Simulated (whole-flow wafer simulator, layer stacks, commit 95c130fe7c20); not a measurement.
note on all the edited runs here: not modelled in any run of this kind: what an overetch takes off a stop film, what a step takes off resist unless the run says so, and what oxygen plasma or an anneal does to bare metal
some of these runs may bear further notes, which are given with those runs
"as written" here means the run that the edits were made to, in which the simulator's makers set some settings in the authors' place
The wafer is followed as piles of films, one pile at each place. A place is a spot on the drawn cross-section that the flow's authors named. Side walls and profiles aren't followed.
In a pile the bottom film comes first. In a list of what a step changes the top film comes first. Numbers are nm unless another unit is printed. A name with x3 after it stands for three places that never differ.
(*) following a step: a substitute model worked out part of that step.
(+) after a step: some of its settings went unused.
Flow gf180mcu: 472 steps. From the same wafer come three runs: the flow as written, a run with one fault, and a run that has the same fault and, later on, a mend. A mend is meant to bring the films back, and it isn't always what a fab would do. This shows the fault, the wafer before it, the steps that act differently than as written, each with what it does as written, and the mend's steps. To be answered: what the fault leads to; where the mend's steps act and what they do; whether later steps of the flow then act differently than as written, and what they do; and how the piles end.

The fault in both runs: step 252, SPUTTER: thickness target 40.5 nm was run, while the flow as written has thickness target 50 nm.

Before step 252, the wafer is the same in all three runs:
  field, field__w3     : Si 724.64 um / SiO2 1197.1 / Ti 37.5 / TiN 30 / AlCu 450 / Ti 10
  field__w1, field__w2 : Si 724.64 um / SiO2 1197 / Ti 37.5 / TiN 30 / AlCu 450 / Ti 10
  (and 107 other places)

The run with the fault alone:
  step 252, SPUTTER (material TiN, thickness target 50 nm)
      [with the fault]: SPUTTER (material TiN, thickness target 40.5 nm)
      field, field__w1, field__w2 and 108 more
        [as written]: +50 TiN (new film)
        [with the fault]: +40.5 TiN (new film)
  Later steps of the flow acting differently than as written (5 more steps, not shown, differ only slightly: by at most 2% or 0.5 nm, whichever is larger):
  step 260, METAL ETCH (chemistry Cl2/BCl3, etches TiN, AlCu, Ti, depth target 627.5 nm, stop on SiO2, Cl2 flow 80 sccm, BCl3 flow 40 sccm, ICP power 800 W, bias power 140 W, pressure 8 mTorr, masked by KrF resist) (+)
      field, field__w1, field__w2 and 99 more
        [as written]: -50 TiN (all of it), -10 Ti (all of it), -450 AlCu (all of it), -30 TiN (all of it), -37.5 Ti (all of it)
        [with the fault]: -40.5 TiN (all of it), -10 Ti (all of it), -450 AlCu (all of it), -30 TiN (all of it), -37.5 Ti (all of it)
  The piles end different from the flow's at field__w8, contact, m1 and 6 more by more than 2% or 0.5 nm, whichever is larger.
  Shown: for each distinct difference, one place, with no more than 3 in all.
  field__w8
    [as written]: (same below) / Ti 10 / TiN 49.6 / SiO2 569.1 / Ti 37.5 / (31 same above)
    [with the fault]: (same below) / Ti 10 / TiN 40.1 / SiO2 578.6 / Ti 37.5 / (31 same above)
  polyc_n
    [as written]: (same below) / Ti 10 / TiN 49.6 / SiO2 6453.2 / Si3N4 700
    [with the fault]: (same below) / Ti 10 / TiN 40.1 / SiO2 6462.7 / Si3N4 700
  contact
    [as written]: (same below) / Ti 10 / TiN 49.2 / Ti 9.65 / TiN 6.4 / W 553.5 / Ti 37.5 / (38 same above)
    [with the fault]: (same below) / Ti 10 / TiN 39.7 / Ti 9.6 / TiN 6.37 / W 563.1 / Ti 37.5 / (38 same above)

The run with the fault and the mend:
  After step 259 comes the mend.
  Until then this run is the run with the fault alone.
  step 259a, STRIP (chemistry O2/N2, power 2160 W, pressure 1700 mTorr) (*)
      field__w8, contact, m1 and 6 more
        -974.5 KrF resist (all of it)
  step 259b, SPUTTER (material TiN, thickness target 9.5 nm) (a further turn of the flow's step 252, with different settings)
      field, field__w1, field__w2 and 108 more
        +9.5 TiN
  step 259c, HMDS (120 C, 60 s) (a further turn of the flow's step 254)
      does not change any film at any place that is followed
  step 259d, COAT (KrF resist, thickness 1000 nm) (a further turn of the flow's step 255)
      field, field__w1, field__w2 and 108 more
        +1000 KrF resist (new film)
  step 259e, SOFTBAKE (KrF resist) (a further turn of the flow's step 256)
      does not change any film at any place that is followed
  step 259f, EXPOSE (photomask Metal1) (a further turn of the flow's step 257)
      does not change any film at any place that is followed
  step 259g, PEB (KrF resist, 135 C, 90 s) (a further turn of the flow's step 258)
      field, field__w1, field__w2 and 108 more
        -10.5 KrF resist
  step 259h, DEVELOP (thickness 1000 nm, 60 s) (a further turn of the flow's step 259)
      field, field__w1, field__w2 and 99 more
        -989.5 KrF resist (all of it)
      field__w8, contact, m1 and 6 more
        -14.9 KrF resist
  Later steps of the flow that are run all act as written at every place that is followed.
  At every place that both follow, the piles at the end match the flow's.
